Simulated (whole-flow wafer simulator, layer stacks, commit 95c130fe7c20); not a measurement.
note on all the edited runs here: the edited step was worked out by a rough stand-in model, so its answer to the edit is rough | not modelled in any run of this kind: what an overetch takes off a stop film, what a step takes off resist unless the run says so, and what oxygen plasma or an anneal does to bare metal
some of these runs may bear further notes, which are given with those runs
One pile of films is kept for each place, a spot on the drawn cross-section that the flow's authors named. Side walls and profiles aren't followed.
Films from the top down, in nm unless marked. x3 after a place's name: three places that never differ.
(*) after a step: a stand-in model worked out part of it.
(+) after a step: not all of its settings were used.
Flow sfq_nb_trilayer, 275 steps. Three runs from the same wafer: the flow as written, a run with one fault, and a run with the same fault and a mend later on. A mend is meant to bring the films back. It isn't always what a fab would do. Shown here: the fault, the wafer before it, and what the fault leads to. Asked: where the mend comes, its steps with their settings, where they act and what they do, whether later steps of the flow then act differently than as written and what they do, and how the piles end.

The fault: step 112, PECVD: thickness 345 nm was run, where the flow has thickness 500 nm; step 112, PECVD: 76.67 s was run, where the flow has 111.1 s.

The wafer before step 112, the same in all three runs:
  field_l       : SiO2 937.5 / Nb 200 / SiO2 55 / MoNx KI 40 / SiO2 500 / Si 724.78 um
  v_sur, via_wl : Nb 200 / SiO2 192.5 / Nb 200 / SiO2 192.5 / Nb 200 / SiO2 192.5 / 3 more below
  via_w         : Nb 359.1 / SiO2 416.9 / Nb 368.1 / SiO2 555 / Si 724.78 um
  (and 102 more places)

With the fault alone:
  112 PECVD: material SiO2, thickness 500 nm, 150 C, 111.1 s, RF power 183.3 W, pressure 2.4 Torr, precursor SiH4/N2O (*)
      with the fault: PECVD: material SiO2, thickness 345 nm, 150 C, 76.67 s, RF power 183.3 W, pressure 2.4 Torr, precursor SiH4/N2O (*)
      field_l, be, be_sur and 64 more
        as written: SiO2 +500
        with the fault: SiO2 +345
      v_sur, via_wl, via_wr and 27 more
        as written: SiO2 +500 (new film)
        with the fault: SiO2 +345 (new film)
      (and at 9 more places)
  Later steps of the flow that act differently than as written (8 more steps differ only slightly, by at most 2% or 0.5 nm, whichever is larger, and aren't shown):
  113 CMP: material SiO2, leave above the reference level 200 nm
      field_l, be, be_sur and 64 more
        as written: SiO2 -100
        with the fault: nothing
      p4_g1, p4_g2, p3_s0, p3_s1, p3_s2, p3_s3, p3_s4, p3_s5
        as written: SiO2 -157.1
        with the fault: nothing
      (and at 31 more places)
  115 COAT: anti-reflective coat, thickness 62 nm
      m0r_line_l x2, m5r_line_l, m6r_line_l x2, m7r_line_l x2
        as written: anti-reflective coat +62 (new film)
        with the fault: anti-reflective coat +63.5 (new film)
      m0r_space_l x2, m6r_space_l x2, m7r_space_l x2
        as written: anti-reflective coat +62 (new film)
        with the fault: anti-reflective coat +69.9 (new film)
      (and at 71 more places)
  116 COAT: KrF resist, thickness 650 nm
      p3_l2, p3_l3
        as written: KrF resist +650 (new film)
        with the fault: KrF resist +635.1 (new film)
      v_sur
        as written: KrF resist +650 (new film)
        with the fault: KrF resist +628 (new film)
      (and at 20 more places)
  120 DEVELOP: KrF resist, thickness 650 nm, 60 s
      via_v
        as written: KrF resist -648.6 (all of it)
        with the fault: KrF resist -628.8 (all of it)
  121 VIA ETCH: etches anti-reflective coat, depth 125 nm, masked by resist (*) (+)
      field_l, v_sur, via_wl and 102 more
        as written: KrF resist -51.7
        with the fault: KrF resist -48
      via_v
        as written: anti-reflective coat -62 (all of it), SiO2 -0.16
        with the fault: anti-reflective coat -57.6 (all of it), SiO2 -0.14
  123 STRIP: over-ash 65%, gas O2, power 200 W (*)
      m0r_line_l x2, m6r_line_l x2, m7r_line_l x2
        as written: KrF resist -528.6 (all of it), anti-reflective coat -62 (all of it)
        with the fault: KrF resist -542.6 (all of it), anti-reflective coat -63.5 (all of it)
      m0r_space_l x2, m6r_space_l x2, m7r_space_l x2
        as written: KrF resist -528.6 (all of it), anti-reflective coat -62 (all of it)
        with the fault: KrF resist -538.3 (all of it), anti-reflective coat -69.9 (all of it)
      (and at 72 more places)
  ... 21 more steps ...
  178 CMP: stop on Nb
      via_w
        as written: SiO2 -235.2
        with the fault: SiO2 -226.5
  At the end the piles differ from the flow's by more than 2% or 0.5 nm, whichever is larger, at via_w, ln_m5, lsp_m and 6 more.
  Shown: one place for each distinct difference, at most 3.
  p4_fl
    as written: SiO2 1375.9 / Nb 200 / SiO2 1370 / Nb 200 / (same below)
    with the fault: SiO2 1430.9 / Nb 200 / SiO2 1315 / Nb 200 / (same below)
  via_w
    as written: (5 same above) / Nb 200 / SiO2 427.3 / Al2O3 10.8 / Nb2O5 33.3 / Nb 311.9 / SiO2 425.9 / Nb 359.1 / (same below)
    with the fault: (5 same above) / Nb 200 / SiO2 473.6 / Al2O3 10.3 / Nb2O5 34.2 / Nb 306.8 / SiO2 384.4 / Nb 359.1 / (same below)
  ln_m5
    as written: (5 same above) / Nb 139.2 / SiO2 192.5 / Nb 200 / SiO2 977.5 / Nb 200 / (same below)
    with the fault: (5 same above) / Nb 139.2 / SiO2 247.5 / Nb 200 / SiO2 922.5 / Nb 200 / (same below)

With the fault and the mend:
  The mend comes after step 112.
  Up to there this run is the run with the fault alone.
  112a PECVD: material SiO2, thickness 155 nm, 150 C, 34.44 s, RF power 183.3 W, pressure 2.4 Torr, precursor SiH4/N2O (the flow's step 112 once more, with other settings)
      field_l, v_sur, via_wl and 102 more
        SiO2 +155
      via_w
        SiO2 +146.3
  Later steps of the flow that act differently than as written:
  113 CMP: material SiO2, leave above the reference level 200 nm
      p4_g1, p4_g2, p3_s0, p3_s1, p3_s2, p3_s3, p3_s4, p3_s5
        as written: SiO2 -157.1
        with the mend: SiO2 -100
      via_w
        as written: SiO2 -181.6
        with the mend: SiO2 -104.8
  At the end the piles are the same as the flow's at every place that both follow.
